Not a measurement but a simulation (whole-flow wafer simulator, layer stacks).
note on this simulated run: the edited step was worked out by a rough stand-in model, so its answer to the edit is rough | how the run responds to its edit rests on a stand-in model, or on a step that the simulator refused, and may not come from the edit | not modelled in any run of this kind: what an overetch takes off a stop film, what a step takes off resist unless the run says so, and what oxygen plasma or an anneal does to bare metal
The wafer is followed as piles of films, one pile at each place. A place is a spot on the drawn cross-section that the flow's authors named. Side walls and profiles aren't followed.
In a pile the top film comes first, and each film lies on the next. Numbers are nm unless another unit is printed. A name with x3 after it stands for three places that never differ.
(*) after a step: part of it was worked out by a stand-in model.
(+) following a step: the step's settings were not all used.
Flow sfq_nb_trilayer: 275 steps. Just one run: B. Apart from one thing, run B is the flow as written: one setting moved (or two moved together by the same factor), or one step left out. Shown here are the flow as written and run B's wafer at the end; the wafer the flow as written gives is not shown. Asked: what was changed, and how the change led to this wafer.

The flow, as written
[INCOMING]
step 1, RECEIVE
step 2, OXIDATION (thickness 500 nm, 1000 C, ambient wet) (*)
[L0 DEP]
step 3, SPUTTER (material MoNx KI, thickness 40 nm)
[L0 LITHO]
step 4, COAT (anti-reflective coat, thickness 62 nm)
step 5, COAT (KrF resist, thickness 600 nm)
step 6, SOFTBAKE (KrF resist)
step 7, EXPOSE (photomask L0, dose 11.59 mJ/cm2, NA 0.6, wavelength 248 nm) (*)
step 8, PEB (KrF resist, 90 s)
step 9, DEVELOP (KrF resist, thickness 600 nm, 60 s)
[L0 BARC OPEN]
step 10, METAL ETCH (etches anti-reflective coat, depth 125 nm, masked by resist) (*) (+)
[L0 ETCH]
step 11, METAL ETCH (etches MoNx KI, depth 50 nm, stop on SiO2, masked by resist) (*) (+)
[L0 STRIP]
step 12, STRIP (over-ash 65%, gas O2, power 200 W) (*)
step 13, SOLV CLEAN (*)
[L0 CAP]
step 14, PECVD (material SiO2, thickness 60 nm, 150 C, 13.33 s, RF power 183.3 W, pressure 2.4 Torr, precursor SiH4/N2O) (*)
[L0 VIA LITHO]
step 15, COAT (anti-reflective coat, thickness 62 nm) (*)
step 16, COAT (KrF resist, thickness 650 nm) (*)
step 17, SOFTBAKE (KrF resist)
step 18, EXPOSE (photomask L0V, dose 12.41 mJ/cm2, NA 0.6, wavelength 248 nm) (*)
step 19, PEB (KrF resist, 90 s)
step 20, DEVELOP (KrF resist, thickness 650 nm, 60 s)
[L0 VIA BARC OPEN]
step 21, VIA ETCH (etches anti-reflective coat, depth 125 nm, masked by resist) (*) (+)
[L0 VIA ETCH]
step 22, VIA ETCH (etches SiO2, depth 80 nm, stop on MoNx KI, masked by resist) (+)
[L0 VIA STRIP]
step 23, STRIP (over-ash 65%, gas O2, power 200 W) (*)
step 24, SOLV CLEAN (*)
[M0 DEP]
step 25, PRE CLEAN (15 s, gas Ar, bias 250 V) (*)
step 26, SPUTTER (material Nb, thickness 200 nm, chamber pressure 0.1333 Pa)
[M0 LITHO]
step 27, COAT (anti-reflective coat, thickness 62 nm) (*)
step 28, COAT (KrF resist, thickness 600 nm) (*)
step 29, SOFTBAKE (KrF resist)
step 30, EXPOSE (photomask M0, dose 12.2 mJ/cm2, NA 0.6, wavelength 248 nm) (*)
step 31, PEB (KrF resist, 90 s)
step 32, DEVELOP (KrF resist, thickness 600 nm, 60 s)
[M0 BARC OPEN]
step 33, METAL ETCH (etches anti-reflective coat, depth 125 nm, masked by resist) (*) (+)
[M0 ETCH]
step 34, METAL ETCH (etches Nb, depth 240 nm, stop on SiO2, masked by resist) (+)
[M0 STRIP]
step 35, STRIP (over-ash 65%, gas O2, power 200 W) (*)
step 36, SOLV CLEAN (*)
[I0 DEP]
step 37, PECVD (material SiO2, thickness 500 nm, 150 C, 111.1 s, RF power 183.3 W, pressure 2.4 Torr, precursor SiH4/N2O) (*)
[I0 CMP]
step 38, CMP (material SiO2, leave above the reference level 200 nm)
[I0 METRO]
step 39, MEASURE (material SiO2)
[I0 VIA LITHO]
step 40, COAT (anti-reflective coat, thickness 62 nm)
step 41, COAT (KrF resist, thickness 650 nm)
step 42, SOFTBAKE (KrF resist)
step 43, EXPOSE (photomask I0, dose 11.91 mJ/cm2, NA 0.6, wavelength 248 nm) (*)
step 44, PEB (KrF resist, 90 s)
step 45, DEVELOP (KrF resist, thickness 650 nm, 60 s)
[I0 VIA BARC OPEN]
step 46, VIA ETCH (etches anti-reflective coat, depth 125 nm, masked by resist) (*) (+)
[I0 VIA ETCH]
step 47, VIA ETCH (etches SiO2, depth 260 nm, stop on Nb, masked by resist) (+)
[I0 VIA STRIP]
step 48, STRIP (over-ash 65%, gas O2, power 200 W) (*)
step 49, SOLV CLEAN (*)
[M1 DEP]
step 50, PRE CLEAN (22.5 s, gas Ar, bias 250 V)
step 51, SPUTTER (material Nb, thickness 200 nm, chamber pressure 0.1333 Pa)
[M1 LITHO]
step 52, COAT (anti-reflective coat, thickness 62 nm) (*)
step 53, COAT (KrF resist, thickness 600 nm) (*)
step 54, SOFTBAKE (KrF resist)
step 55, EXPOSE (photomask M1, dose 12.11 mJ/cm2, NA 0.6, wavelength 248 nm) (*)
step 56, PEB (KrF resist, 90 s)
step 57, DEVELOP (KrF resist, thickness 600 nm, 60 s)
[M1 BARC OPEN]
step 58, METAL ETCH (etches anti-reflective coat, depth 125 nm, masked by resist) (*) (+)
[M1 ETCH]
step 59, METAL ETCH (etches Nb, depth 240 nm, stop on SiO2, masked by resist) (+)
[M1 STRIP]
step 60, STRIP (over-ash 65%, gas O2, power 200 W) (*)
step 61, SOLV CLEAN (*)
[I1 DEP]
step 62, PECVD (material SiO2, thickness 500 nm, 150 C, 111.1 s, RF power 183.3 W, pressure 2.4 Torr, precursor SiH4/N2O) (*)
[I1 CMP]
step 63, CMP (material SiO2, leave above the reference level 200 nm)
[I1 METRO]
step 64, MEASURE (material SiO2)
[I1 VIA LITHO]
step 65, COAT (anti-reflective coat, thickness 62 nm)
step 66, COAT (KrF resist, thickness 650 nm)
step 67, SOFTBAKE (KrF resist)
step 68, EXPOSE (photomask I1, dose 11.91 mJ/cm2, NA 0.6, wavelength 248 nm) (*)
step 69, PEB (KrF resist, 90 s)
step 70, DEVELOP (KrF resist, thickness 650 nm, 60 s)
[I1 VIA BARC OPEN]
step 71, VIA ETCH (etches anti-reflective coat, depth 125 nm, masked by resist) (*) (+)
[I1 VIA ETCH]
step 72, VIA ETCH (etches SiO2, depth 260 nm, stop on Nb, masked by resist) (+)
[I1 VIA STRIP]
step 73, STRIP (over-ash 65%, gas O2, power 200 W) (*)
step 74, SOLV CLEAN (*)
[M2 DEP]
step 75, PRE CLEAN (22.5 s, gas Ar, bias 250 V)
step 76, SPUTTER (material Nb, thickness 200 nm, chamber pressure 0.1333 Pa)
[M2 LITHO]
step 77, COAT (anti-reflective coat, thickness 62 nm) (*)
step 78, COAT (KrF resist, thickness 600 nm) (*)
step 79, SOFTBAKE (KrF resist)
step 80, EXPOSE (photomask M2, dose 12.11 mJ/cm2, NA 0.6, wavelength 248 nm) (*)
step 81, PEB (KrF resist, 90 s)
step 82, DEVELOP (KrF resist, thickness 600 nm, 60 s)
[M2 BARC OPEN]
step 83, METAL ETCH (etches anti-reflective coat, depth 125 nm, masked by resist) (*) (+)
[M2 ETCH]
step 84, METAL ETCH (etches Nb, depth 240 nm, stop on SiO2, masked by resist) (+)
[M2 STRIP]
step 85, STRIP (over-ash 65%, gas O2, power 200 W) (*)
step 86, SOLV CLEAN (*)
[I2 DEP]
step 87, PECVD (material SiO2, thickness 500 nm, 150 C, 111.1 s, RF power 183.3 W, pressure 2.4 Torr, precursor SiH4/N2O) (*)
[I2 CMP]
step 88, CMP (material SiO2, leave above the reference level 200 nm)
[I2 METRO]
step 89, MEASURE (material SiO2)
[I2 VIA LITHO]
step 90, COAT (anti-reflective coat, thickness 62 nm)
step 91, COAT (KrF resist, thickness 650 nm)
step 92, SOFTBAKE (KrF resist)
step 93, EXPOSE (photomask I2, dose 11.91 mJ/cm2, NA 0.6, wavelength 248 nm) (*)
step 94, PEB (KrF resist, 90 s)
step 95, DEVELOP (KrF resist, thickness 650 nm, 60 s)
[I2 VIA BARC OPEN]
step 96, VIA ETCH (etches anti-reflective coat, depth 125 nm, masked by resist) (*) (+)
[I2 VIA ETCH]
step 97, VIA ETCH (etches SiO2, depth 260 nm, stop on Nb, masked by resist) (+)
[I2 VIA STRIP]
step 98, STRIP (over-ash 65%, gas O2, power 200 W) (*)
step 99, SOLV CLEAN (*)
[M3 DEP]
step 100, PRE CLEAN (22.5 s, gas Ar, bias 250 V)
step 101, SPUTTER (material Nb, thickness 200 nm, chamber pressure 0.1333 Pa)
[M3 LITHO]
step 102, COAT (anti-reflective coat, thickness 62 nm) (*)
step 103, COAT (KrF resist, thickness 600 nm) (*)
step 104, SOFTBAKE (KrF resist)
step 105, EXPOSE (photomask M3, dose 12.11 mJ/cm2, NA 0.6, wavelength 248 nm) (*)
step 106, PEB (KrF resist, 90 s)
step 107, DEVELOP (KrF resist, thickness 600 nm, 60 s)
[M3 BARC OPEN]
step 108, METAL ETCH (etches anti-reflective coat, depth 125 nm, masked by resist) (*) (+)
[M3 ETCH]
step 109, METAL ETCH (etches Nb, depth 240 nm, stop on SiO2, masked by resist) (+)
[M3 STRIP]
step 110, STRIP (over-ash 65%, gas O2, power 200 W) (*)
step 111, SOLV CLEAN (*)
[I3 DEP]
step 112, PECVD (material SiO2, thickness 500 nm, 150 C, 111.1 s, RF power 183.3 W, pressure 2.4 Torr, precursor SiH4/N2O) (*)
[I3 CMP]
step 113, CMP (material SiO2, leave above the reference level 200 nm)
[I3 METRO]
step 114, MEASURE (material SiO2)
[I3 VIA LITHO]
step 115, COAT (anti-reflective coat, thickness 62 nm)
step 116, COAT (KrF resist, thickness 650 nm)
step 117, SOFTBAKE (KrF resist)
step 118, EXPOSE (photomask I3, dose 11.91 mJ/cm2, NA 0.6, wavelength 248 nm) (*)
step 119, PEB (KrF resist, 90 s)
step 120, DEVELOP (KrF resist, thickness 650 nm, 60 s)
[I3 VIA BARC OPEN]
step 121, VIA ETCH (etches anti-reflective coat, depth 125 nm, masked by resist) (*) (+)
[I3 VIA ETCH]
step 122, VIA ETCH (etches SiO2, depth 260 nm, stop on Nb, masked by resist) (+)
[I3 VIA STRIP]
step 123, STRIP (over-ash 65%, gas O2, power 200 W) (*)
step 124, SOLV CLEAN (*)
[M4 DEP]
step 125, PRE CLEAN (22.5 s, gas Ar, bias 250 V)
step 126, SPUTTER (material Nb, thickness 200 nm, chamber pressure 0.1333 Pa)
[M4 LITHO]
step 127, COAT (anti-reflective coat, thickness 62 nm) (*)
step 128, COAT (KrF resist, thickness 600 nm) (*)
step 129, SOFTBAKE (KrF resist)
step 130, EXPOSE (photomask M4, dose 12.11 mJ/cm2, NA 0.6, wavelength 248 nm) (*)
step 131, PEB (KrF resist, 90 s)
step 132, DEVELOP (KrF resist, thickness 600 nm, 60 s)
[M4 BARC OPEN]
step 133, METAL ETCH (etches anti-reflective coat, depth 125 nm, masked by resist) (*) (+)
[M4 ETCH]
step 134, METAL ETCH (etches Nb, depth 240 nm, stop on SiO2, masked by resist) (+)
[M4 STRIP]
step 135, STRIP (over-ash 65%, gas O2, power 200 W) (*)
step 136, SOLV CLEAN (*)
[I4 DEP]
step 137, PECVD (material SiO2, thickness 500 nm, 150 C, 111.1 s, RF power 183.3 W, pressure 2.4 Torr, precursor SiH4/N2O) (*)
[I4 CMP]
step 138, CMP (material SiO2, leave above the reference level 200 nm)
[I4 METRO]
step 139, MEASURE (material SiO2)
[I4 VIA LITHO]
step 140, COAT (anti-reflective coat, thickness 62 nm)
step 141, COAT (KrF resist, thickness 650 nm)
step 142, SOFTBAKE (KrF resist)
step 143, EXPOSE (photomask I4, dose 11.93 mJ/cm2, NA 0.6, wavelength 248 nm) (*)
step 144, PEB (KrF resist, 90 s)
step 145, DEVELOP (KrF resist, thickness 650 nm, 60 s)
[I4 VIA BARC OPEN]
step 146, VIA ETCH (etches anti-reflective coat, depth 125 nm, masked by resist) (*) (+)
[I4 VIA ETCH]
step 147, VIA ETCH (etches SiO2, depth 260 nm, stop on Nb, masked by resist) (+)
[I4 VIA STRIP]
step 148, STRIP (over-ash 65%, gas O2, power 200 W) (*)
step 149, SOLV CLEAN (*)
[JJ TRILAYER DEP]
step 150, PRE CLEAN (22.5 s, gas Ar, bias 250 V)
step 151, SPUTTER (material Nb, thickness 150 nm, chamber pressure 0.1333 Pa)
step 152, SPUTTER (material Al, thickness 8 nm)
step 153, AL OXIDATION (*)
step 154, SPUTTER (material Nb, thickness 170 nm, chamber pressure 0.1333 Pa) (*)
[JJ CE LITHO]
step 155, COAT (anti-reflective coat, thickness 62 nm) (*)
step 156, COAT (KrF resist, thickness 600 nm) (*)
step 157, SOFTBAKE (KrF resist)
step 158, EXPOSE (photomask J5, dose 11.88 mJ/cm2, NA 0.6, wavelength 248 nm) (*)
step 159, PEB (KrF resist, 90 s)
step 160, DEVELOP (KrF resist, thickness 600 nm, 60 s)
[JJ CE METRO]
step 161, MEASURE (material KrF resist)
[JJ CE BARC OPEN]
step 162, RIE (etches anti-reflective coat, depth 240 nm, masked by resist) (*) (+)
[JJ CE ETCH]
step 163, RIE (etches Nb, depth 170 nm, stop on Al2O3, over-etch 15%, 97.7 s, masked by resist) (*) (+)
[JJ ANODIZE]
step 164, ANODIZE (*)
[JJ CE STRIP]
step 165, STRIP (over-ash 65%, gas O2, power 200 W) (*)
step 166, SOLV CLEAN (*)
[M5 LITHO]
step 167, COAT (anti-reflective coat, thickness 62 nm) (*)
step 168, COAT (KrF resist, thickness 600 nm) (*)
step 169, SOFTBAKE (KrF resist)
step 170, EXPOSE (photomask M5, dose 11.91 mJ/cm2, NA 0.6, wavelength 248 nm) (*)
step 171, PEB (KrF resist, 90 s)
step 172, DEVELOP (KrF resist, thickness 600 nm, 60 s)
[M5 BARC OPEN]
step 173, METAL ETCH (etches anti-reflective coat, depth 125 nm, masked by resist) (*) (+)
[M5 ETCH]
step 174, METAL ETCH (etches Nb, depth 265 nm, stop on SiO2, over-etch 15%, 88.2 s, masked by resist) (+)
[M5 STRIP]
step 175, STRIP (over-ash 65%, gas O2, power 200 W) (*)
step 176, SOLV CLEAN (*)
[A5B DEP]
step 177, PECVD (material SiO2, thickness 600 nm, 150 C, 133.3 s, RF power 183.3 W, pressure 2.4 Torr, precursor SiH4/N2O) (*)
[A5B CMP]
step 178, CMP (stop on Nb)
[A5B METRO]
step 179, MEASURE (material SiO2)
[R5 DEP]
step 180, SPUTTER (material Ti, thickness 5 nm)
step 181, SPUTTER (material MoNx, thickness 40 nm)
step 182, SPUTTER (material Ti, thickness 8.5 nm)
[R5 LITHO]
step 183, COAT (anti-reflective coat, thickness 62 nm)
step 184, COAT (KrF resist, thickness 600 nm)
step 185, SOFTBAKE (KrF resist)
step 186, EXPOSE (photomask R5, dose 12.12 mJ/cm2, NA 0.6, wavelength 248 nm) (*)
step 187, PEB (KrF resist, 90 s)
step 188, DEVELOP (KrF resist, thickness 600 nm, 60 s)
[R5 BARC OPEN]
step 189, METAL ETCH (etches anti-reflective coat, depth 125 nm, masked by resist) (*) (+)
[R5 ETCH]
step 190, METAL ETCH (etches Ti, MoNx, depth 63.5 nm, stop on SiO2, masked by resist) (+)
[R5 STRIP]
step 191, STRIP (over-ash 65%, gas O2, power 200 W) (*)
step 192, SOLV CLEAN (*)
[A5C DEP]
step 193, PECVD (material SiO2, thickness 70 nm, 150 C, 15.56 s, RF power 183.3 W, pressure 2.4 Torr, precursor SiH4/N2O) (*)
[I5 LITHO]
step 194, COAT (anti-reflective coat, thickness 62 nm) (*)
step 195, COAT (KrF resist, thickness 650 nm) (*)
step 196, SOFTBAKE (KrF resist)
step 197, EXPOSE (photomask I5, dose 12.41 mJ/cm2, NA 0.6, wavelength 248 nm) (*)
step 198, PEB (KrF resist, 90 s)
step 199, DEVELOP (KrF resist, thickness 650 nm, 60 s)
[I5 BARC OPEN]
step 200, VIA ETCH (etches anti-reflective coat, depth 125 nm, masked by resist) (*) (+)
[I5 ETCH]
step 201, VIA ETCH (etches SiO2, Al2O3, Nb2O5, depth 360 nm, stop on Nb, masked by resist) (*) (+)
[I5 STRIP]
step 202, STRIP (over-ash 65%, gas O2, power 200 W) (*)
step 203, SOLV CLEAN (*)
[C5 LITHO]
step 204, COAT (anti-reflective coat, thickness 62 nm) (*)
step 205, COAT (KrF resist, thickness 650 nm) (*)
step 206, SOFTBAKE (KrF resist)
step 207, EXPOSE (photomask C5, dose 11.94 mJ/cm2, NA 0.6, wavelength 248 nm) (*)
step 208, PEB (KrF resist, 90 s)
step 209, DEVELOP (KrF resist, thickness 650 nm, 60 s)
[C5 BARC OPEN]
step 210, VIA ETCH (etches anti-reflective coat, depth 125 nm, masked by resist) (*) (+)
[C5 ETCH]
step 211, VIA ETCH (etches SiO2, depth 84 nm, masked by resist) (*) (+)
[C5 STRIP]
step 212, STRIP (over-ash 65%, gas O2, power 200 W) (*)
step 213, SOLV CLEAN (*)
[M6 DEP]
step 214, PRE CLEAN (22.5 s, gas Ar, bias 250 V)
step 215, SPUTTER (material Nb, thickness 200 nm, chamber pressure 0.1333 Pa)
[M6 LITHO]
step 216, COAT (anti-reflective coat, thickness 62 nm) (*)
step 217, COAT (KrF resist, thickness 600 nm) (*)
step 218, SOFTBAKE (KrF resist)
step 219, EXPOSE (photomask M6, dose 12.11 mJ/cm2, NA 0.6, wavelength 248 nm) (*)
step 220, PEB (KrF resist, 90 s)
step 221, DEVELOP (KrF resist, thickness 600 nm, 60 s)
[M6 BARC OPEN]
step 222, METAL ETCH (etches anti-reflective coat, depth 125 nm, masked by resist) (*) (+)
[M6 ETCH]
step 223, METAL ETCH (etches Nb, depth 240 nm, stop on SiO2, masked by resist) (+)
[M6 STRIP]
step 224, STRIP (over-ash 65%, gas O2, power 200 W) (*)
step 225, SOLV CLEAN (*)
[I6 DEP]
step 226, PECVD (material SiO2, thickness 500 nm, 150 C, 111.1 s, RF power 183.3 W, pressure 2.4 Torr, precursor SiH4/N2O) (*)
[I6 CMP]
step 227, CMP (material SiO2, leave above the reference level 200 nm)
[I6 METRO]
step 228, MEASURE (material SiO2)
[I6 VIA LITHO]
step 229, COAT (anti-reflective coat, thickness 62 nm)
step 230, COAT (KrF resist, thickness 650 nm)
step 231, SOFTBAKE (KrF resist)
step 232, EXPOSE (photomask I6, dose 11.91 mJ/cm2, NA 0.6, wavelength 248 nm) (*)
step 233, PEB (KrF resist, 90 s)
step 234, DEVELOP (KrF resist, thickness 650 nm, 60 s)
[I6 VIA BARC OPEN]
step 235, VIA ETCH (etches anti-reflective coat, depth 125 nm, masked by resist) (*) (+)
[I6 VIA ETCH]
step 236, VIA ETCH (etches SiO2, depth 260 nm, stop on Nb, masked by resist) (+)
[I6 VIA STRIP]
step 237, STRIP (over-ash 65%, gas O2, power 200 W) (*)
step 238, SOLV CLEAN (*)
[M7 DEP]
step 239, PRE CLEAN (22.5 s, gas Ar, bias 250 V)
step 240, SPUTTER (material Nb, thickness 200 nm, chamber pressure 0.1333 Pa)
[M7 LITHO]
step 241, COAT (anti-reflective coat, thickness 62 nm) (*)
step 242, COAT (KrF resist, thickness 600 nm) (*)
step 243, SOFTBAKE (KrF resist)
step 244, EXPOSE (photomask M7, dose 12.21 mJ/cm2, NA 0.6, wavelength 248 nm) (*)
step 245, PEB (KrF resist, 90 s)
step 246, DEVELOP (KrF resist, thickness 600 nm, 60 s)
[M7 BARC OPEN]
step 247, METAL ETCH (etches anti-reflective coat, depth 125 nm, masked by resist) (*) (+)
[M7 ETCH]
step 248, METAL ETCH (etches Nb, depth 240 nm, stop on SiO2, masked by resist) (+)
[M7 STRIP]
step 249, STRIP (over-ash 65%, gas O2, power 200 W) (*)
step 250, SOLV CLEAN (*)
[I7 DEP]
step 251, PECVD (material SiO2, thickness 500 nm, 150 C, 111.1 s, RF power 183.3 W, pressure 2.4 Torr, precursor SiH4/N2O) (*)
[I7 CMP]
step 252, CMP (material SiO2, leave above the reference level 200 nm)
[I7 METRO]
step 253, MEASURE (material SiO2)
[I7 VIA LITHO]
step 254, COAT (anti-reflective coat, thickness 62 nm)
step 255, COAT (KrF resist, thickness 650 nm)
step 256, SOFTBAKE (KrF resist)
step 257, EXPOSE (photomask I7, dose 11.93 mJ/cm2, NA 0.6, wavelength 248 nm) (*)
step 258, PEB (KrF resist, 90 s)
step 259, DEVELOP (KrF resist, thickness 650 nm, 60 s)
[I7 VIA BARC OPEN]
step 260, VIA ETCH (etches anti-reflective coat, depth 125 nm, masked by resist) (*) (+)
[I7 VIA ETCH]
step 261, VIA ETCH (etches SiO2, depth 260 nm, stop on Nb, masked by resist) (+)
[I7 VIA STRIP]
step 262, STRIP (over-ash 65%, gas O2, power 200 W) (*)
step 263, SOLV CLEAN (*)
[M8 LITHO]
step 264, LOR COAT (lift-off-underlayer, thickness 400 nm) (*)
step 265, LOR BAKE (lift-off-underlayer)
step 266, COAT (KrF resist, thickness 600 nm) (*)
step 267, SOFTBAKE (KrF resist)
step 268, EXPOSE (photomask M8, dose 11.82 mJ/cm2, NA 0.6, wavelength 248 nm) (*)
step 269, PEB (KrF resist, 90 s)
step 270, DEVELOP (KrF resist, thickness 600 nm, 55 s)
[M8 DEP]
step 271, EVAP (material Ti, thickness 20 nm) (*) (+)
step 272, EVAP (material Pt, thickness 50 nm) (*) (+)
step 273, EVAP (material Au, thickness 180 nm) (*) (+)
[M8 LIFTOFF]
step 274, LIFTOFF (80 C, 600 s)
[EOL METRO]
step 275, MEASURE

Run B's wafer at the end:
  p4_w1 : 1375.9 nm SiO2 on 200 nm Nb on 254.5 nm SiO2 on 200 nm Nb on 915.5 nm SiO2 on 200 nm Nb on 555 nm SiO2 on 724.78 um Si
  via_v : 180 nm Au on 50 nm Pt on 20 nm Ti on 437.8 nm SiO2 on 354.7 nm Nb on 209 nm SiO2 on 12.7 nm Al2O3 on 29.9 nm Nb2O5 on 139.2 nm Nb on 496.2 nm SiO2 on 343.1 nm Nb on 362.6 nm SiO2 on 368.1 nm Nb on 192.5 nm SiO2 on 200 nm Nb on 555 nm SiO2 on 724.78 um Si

Cause: step 87, PECVD: thickness 338 nm was run, while the flow as written has thickness 500 nm; step 87, PECVD: 75 s was run, where the flow has 111.1 s.

The path from the change to this, step by step:
  step 87, PECVD (material SiO2, thickness 500 nm, 150 C, 111.1 s, RF power 183.3 W, pressure 2.4 Torr, precursor SiH4/N2O) (*)
      field_l, be, be_sur and 81 more: +338 SiO2 (in the flow as written it would be: +500 SiO2)
      v_sur, via_wl, via_w and 18 more: +338 SiO2 (new film) (in the flow as written it would be: +500 SiO2 (new film))
      (also at 1 further place)
  step 88, CMP (material SiO2, leave above the reference level 200 nm)
      field_l, be, be_sur and 81 more: nothing (in the flow as written it would be: -100 SiO2)
      via_v: nothing (in the flow as written it would be: -181.6 SiO2)
      (also at 21 further places)
  step 90, COAT (anti-reflective coat, thickness 62 nm)
      m0r_line_l, m0r_line_r, m6r_line_l, m6r_line_r, m7r_line_l, m7r_line_r: +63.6 anti-reflective coat (new film) (in the flow as written it would be: +62 anti-reflective coat (new film))
      m0r_space_l, m0r_space_r, m6r_space_l, m6r_space_r, m7r_space_l, m7r_space_r: +70.8 anti-reflective coat (new film) (in the flow as written it would be: +62 anti-reflective coat (new film))
      (also at 55 further places)
  step 91, COAT (KrF resist, thickness 650 nm)
      v_sur: +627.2 KrF resist (new film) (in the flow as written it would be: +650 KrF resist (new film))
      via_wl: +624.7 KrF resist (new film) (in the flow as written it would be: +650 KrF resist (new film))
      (also at 18 further places)
  step 95, DEVELOP (KrF resist, thickness 650 nm, 60 s)
      via_w: -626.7 KrF resist (all of it) (in the flow as written it would be: -648.6 KrF resist (all of it))
  step 96, VIA ETCH (etches anti-reflective coat, depth 125 nm, masked by resist) (*) (+)
      field_l, v_sur, via_wl and 102 more: -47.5 KrF resist (in the flow as written it would be: -51.7 KrF resist)
      via_w: -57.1 anti-reflective coat (all of it), -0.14 SiO2 (in the flow as written it would be: -62 anti-reflective coat (all of it), -0.16 SiO2)
  step 98, STRIP (over-ash 65%, gas O2, power 200 W) (*)
      m0r_line_l, m0r_line_r, m6r_line_l, m6r_line_r, m7r_line_l, m7r_line_r: -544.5 KrF resist (all of it), -63.6 anti-reflective coat (all of it) (in the flow as written it would be: -528.6 KrF resist (all of it), -62 anti-reflective coat (all of it))
      m0r_space_l, m0r_space_r, m6r_space_l, m6r_space_r, m7r_space_l, m7r_space_r: -539.7 KrF resist (all of it), -70.8 anti-reflective coat (all of it) (in the flow as written it would be: -528.6 KrF resist (all of it), -62 anti-reflective coat (all of it))
      (also at 55 further places)
  step 102, COAT (anti-reflective coat, thickness 62 nm) (*)
      m0r_line_l, m0r_line_r, m6r_line_l, m6r_line_r, m7r_line_l, m7r_line_r, m8r_gap_c: +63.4 anti-reflective coat (new film) (in the flow as written it would be: +62 anti-reflective coat (new film))
      m0r_space_l, m0r_space_r, m6r_space_l, m6r_space_r, m7r_space_l, m7r_space_r: +69.3 anti-reflective coat (new film) (in the flow as written it would be: +62 anti-reflective coat (new film))
      (also at 54 further places)
  step 103, COAT (KrF resist, thickness 600 nm) (*)
      wl_c_sr, wl_e_m5: +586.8 KrF resist (new film) (in the flow as written it would be: +600 KrF resist (new film))
      m5r_linepad_l, m5r_linepad_r: +587 KrF resist (new film) (in the flow as written it would be: +600 KrF resist (new film))
      (also at 18 further places)
  step 107, DEVELOP (KrF resist, thickness 600 nm, 60 s)
      m5r_linepad_l, m5r_linepad_r: -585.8 KrF resist (all of it) (in the flow as written it would be: -598.7 KrF resist (all of it))
      wl_d_sl: -619.6 KrF resist (all of it) (in the flow as written it would be: -598.7 KrF resist (all of it))
      (also at 9 further places)
  step 108, METAL ETCH (etches anti-reflective coat, depth 125 nm, masked by resist) (*) (+)
      v_sur, via_wl, via_w and 28 more: -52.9 KrF resist (in the flow as written it would be: -51.7 KrF resist)
      m0r_line_l, m0r_line_r, m6r_line_l, m6r_line_r, m7r_line_l, m7r_line_r, m8r_gap_c: -63.4 anti-reflective coat (all of it) (in the flow as written it would be: -62 anti-reflective coat (all of it))
      (also at 38 further places)
  step 110, STRIP (over-ash 65%, gas O2, power 200 W) (*)
      wl_a_sr, wl_b_sl: -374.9 KrF resist (all of it), -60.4 anti-reflective coat (all of it) (in the flow as written it would be: -382.4 KrF resist (all of it), -62 anti-reflective coat (all of it))
      v_sur: -341.3 KrF resist (all of it), -49.1 anti-reflective coat (all of it) (in the flow as written it would be: -365.3 KrF resist (all of it), -61.1 anti-reflective coat (all of it))
      (also at 19 further places)
  step 113, CMP (material SiO2, leave above the reference level 200 nm)
      field_l, be, be_sur and 64 more: -38 SiO2 (in the flow as written it would be: -100 SiO2)
      p4_w1, p4_w2, p4_w3 and 6 more: -238 SiO2 (in the flow as written it would be: -300 SiO2)
      (also at 9 further places)
  step 122, VIA ETCH (etches SiO2, depth 260 nm, stop on Nb, masked by resist) (+)
      via_v: -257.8 SiO2 (all of it) (in the flow as written it would be: -199.8 SiO2 (all of it))
  step 126, SPUTTER (material Nb, thickness 200 nm, chamber pressure 0.1333 Pa)
      via_v: +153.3 Nb (in the flow as written it would be: +165.5 Nb)
  step 127, COAT (anti-reflective coat, thickness 62 nm) (*)
      via_sp: +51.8 anti-reflective coat (new film) (in the flow as written it would be: +53 anti-reflective coat (new film))
      via_v: +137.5 anti-reflective coat (new film) (in the flow as written it would be: +124.8 anti-reflective coat (new film))
      (also at 1 further place)
  ... another 2 steps ...
  step 137, PECVD (material SiO2, thickness 500 nm, 150 C, 111.1 s, RF power 183.3 W, pressure 2.4 Torr, precursor SiH4/N2O) (*)
      via_v: +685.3 SiO2 (new film) (in the flow as written it would be: +615 SiO2 (new film))
